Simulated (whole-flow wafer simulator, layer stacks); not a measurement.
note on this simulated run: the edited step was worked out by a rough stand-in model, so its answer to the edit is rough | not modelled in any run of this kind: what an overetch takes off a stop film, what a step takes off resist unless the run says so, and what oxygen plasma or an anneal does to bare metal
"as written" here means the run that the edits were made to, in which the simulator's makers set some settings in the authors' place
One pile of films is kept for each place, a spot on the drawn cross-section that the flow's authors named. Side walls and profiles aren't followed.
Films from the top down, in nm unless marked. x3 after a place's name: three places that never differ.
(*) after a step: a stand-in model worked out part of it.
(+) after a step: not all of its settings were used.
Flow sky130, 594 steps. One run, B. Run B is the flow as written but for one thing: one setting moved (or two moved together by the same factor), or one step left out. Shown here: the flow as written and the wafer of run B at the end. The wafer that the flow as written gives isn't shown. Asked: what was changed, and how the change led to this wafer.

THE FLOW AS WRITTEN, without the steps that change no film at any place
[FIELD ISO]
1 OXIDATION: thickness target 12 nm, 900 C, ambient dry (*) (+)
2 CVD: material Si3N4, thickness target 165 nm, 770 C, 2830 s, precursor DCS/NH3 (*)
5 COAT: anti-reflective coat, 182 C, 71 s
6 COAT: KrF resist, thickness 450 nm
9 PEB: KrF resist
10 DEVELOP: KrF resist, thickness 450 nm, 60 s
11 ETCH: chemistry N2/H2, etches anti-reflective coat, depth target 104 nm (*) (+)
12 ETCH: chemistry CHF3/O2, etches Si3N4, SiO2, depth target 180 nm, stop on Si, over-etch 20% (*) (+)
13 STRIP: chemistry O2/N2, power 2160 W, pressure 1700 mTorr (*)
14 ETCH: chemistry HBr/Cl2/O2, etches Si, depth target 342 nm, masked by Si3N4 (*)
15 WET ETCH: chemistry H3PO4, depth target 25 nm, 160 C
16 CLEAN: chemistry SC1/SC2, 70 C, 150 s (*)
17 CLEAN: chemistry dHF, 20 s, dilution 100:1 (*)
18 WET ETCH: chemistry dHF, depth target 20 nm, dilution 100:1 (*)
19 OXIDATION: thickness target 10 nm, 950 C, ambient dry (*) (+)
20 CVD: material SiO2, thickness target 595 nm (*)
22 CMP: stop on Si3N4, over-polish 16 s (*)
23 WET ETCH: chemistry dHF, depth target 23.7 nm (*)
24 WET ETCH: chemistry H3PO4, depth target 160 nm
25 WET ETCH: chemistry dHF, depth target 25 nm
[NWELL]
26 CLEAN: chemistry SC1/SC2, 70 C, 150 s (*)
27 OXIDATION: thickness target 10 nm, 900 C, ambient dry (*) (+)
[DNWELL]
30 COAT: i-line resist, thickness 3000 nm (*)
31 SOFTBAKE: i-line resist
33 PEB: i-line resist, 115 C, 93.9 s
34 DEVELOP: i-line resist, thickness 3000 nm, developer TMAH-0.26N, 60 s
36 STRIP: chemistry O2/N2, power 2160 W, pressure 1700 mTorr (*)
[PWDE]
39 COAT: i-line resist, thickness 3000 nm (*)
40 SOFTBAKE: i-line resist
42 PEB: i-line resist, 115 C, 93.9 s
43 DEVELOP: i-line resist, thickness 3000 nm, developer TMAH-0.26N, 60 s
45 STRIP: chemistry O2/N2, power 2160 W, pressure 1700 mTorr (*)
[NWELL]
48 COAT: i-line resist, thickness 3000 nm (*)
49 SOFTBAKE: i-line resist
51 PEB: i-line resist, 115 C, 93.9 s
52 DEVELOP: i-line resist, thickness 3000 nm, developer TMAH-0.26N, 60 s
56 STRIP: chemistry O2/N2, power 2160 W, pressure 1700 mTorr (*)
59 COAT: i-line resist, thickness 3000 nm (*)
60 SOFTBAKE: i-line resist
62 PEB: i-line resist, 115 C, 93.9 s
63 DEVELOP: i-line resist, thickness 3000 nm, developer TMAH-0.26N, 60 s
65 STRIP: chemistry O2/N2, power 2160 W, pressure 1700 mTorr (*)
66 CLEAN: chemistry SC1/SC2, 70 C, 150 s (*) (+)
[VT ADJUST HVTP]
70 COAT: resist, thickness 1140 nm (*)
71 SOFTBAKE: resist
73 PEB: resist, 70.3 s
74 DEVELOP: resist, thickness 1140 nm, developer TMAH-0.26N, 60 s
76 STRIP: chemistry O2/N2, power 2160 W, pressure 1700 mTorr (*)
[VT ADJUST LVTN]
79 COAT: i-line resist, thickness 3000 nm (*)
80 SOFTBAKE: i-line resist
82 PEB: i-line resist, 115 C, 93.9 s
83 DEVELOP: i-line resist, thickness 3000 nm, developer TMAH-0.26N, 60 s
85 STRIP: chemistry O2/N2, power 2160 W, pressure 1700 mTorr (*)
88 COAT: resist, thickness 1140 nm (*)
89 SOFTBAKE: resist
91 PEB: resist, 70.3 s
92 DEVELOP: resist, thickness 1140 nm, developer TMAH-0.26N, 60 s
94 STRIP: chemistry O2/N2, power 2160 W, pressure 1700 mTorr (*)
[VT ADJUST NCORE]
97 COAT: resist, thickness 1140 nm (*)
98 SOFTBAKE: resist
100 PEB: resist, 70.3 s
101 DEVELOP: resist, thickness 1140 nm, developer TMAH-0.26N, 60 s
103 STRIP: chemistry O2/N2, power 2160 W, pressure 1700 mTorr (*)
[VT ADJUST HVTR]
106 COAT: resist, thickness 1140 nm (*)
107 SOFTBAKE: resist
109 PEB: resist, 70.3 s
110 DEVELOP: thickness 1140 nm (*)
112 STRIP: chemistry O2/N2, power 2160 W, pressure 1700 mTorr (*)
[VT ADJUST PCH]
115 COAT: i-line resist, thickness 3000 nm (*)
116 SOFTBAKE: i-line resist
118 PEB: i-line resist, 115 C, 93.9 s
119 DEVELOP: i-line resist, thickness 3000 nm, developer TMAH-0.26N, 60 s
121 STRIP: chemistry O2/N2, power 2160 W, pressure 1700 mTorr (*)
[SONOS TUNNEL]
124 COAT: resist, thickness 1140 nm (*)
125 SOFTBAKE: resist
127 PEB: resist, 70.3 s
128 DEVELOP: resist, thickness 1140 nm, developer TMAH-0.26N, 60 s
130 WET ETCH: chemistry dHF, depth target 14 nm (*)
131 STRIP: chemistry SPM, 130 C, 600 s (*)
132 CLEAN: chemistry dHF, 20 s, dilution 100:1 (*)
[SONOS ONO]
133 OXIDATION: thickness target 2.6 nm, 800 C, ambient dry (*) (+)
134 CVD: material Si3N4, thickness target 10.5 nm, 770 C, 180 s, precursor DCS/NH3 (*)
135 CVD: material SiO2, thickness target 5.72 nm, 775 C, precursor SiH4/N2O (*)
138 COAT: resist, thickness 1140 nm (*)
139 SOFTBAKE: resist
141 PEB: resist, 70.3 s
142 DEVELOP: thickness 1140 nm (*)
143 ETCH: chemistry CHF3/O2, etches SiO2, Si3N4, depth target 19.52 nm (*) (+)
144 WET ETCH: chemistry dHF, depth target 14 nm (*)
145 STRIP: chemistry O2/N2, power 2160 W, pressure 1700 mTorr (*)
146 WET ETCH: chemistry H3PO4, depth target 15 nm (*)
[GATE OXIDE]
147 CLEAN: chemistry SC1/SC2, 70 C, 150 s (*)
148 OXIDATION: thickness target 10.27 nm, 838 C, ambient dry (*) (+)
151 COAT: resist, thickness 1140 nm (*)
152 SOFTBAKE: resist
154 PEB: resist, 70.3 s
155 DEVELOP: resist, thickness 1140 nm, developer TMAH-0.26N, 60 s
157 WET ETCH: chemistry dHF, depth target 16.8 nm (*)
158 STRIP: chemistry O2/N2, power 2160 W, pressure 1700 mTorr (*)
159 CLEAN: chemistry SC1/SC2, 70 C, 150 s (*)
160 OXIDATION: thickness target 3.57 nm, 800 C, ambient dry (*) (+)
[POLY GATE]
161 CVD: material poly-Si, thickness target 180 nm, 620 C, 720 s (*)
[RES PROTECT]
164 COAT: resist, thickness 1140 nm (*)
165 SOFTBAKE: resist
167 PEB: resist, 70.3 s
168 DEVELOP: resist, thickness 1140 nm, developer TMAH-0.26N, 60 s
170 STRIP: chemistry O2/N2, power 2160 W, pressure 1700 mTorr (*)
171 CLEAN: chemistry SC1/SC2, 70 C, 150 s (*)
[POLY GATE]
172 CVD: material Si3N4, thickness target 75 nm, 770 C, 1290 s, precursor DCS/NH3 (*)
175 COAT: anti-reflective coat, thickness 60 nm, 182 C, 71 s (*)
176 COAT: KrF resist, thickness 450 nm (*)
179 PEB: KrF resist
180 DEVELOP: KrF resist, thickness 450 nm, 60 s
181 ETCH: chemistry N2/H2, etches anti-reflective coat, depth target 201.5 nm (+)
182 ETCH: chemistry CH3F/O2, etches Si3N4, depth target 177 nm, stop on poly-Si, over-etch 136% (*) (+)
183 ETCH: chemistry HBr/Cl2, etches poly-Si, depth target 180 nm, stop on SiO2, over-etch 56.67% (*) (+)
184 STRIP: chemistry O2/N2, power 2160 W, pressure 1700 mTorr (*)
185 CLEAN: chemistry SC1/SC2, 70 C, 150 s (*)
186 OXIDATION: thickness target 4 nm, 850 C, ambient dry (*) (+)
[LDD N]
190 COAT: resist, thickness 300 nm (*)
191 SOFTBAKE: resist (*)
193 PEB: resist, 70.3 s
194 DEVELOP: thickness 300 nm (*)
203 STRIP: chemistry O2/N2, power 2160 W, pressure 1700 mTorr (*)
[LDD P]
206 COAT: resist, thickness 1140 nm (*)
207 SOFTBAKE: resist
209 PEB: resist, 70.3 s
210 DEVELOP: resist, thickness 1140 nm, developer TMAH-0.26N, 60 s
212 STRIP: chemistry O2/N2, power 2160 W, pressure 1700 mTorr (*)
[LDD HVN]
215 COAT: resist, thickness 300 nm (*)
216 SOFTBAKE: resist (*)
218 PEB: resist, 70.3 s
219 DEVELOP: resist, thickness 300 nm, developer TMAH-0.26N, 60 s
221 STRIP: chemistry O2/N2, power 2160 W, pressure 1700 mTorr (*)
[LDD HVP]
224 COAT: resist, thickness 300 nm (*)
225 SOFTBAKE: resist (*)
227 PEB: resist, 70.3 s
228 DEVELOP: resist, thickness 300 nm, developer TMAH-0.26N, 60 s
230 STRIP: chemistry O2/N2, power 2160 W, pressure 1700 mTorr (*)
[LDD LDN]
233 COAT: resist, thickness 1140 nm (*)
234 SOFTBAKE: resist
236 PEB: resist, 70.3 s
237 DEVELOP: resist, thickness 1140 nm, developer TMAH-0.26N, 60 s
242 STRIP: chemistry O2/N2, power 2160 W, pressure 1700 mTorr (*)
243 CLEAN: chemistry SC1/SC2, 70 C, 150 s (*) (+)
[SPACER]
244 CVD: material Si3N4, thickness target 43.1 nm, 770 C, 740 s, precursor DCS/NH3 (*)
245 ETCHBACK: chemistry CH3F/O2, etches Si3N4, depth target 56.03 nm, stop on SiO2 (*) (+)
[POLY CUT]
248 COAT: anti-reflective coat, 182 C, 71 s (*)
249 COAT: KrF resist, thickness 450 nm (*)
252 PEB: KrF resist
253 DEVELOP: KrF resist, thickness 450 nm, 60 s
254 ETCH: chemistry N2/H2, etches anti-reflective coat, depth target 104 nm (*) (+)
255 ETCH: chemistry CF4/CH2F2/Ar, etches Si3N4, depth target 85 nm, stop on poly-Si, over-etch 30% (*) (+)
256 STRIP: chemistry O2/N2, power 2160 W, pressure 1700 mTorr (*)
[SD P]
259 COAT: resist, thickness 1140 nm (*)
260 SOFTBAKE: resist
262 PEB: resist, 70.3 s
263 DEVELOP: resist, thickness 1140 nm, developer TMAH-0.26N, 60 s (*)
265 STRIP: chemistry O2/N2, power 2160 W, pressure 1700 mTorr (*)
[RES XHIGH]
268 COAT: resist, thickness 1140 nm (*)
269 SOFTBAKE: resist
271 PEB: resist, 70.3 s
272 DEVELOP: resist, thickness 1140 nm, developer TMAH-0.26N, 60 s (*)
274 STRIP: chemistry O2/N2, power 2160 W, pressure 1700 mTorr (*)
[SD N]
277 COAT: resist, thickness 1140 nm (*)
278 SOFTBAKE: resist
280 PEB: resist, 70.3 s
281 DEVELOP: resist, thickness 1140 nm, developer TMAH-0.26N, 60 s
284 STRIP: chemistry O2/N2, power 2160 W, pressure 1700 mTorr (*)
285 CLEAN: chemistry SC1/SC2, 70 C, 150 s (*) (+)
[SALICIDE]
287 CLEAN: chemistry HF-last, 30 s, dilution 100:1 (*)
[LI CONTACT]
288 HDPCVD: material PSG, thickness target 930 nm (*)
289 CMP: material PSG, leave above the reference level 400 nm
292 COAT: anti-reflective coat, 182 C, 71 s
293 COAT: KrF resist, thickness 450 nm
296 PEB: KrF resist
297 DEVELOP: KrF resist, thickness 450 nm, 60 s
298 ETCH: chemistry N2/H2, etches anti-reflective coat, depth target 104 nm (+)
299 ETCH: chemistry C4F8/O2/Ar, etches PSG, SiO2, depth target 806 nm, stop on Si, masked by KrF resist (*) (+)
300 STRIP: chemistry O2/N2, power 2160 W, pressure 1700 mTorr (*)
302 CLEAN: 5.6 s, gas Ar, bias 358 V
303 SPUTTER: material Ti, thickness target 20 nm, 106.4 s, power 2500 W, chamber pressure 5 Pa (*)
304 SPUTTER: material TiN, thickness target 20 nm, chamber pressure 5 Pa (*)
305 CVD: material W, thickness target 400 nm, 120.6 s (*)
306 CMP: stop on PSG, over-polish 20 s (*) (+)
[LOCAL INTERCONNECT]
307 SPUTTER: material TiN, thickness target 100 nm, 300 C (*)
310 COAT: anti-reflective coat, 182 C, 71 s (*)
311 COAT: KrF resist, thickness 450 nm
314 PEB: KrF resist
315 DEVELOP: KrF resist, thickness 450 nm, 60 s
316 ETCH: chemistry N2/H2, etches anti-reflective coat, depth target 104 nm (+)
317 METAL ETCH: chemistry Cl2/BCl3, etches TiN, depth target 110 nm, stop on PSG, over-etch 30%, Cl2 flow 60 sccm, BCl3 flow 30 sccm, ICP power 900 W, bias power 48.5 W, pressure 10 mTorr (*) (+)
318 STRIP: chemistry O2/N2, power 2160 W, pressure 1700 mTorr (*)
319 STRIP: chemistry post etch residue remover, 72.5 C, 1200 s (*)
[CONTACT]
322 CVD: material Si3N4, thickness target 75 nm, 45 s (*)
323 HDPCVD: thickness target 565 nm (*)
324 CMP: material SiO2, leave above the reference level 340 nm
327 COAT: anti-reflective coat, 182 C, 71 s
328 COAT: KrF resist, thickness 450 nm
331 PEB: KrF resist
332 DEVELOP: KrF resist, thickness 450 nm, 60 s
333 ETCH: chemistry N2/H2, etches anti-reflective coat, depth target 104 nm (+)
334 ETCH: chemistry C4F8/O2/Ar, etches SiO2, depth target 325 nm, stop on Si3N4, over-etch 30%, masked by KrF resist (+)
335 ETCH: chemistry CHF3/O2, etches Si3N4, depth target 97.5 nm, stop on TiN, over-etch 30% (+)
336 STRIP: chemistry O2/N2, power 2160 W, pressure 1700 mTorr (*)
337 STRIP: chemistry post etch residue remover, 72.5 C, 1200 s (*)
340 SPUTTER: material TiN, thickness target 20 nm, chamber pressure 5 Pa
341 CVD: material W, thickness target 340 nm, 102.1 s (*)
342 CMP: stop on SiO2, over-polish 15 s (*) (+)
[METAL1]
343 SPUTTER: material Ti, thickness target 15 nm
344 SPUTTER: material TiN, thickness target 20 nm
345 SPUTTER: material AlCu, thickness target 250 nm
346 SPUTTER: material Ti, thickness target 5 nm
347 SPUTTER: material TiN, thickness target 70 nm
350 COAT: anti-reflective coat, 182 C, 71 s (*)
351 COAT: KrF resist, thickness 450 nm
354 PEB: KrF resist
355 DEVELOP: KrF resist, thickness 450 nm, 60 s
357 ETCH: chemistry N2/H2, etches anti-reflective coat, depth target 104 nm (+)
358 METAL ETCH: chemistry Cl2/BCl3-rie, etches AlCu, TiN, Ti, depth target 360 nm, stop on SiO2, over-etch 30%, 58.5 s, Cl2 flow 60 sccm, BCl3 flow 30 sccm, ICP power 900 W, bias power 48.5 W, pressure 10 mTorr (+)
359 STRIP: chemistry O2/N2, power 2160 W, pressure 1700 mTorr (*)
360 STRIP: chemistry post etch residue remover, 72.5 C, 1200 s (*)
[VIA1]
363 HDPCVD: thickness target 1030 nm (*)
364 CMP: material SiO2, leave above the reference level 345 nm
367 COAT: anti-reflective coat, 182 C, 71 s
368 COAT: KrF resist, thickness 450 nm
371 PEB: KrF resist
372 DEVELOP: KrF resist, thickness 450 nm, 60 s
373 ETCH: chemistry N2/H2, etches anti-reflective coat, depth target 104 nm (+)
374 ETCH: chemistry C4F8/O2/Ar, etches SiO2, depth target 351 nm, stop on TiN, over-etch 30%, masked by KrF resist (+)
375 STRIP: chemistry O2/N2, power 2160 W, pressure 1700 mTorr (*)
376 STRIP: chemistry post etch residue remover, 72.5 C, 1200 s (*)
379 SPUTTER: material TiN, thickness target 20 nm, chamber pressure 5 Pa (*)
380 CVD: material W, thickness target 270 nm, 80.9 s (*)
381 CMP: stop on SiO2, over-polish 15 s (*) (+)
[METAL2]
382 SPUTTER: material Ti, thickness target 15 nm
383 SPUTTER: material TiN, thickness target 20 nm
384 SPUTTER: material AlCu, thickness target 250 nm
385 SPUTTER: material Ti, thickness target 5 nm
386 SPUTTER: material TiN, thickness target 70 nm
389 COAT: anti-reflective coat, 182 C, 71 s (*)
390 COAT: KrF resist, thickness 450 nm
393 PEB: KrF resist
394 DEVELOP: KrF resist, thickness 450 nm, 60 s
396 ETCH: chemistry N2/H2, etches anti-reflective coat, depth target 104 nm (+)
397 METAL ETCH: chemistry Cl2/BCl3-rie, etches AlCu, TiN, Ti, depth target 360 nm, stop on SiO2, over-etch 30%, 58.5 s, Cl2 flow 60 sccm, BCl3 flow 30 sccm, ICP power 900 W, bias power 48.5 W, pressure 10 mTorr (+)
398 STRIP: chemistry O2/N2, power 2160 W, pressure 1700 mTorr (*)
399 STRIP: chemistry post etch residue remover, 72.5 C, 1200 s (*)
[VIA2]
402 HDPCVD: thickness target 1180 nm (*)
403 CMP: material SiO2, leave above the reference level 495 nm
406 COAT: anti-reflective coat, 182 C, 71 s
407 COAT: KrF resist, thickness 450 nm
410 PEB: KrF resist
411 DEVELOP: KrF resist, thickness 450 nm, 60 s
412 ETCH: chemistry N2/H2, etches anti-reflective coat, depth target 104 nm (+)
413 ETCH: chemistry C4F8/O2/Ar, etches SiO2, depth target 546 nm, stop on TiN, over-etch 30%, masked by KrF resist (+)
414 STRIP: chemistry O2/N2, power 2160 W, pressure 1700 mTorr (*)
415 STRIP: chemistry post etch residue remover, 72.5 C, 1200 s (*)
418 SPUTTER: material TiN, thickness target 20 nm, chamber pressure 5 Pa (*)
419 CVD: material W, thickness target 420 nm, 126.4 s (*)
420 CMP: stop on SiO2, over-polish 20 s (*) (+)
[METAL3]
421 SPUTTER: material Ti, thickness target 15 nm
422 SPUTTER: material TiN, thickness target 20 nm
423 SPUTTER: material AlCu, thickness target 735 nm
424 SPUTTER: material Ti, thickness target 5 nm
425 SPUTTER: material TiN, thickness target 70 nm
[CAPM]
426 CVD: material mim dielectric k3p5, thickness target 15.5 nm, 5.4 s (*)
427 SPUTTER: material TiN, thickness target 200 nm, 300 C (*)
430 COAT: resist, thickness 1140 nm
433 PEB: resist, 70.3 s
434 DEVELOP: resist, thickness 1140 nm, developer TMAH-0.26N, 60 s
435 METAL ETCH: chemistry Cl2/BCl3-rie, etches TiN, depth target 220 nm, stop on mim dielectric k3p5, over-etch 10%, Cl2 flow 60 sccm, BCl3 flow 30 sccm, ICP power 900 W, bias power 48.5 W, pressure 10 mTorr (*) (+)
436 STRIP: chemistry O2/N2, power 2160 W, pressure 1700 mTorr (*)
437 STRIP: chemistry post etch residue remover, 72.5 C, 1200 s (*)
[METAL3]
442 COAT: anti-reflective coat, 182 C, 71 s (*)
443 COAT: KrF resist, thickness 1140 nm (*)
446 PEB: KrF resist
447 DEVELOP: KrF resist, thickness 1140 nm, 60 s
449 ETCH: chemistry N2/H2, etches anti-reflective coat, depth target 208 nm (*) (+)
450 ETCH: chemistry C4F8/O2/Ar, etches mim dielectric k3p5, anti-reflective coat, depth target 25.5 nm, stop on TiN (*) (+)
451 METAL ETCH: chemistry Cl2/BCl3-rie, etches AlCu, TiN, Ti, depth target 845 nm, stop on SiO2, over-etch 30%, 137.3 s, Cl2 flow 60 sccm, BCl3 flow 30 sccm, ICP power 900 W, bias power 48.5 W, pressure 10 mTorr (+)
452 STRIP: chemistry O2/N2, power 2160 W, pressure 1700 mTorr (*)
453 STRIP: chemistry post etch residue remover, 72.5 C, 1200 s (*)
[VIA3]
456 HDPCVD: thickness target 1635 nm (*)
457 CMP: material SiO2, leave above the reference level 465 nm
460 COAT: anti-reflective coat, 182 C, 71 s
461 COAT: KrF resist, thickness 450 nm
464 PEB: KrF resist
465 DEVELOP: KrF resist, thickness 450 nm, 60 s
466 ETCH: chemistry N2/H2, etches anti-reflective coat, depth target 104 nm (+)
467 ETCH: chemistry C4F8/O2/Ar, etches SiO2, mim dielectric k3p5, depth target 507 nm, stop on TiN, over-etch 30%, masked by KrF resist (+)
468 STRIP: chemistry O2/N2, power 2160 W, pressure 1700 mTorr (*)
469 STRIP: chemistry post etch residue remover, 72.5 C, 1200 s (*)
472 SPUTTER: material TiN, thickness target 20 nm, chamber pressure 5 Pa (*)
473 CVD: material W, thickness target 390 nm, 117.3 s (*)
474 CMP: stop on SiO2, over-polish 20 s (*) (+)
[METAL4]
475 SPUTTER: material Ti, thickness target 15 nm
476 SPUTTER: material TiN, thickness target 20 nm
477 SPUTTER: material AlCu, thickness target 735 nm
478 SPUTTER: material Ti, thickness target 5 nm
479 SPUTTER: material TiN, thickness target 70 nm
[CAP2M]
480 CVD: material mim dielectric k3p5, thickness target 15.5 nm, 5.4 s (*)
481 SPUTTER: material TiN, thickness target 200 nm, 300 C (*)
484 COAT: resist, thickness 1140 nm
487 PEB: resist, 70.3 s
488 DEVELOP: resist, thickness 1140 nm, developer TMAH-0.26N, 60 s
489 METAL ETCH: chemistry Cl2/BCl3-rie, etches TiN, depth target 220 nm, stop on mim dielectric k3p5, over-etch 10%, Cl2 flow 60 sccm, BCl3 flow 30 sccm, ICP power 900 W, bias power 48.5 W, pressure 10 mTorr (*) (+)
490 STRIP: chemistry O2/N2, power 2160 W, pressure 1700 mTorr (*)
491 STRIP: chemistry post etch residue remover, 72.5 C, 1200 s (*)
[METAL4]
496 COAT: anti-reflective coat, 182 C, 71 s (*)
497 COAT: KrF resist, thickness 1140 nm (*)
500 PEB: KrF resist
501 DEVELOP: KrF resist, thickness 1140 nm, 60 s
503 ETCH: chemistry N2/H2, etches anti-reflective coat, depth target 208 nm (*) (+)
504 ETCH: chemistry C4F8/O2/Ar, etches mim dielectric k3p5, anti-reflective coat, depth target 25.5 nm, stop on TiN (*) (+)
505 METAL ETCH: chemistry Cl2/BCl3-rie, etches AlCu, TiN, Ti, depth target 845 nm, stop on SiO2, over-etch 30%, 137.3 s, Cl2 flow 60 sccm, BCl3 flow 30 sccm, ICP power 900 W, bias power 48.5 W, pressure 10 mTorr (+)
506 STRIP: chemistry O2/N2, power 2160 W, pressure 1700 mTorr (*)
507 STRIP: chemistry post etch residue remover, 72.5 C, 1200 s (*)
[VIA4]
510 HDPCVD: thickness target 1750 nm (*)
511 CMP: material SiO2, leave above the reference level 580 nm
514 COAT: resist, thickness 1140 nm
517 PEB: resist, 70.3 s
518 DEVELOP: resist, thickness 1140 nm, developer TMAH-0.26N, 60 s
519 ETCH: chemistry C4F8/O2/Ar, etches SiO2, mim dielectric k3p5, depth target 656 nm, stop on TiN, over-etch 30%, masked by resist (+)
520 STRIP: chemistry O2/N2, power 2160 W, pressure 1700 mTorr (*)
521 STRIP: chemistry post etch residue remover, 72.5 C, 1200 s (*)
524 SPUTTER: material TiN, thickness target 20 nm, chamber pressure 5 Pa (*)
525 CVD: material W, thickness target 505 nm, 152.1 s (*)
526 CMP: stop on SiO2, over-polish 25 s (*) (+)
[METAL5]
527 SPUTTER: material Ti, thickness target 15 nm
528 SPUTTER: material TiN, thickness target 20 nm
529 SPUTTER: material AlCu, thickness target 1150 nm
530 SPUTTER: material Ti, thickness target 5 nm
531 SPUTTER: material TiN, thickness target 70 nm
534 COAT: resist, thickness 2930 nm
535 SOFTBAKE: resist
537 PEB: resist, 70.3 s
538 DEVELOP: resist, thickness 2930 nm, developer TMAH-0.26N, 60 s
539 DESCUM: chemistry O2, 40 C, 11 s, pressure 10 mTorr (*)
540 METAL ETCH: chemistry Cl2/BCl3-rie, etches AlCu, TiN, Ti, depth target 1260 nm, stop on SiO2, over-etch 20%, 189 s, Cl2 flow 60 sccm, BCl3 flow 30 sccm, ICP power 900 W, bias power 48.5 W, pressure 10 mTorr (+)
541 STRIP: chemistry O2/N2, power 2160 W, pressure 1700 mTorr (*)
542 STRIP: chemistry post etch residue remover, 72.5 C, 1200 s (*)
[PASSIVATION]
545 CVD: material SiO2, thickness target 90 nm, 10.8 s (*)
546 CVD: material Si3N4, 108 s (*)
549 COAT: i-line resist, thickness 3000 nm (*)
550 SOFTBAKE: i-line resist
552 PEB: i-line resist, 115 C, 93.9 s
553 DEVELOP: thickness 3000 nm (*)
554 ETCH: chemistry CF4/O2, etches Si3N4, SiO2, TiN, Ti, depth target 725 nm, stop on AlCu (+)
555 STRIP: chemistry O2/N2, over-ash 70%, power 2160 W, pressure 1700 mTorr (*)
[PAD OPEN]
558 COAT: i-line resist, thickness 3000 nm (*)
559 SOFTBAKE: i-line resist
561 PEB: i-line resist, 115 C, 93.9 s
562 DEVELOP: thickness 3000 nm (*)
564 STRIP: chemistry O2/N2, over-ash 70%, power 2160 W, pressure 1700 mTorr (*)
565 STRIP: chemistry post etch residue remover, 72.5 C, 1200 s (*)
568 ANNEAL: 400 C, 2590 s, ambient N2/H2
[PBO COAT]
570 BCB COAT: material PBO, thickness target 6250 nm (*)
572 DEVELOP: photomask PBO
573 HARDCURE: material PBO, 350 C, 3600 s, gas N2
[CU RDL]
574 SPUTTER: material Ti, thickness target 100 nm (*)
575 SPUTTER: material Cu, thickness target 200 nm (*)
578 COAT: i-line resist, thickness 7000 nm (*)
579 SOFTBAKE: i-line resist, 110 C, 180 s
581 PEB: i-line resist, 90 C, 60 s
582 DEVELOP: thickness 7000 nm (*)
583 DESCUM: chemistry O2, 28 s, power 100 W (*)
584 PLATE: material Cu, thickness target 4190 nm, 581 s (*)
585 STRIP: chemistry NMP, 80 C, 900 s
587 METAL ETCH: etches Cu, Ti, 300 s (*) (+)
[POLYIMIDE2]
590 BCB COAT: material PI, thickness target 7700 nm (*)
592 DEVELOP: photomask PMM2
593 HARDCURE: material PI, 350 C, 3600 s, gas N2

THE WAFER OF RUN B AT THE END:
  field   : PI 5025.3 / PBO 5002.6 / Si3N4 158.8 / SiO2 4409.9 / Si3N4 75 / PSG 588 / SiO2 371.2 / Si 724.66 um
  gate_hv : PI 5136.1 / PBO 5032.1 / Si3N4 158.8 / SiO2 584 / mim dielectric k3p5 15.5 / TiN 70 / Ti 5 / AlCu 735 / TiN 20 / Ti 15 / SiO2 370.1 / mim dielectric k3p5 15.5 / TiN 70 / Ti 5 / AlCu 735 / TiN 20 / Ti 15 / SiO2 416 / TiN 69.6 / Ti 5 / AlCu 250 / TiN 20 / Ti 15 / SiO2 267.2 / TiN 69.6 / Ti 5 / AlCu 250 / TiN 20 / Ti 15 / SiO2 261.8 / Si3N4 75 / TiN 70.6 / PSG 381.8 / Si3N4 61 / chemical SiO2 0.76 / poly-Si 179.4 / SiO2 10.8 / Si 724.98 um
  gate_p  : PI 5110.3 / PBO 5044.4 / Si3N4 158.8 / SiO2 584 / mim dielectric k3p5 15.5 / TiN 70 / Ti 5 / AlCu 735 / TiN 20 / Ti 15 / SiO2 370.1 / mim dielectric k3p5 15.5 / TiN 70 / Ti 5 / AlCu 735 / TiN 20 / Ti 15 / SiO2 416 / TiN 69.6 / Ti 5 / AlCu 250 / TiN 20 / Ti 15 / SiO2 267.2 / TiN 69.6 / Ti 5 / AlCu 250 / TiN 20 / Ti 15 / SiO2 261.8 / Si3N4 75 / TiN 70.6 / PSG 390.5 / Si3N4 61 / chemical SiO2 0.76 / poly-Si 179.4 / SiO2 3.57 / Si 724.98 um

The cause: step 307, SPUTTER: thickness target 71 nm was run, where the flow has thickness target 100 nm.

How the change led to this, step by step:
  307 SPUTTER: material TiN, thickness target 100 nm, 300 C (*)
      field, active, n_well and 188 more: TiN +71 (new film) (as written it would be: TiN +100 (new film))
  317 METAL ETCH: chemistry Cl2/BCl3, etches TiN, depth target 110 nm, stop on PSG, over-etch 30%, Cl2 flow 60 sccm, BCl3 flow 30 sccm, ICP power 900 W, bias power 48.5 W, pressure 10 mTorr (*) (+)
      n_well, p_well, gate_hv and 97 more: KrF resist -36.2 (as written it would be: KrF resist -44)
      field, active, gate and 88 more: TiN -69.7 (all of it) (as written it would be: TiN -98.7 (all of it))
  318 STRIP: chemistry O2/N2, power 2160 W, pressure 1700 mTorr (*)
      n_well, p_well, gate_hv and 93 more: KrF resist -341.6 (all of it), anti-reflective coat -80 (all of it) (as written it would be: KrF resist -333.8 (all of it), anti-reflective coat -80 (all of it))
      poly_licon, ndiff_licon_cpp, rpo_hd_licon: KrF resist -341.6 (all of it), anti-reflective coat -80.5 (all of it) (as written it would be: KrF resist -333.9 (all of it), anti-reflective coat -80.5 (all of it))
      (and at 1 more place)
  324 CMP: material SiO2, leave above the reference level 340 nm
      field, active, gate and 88 more: SiO2 -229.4 (as written it would be: SiO2 -200.4)
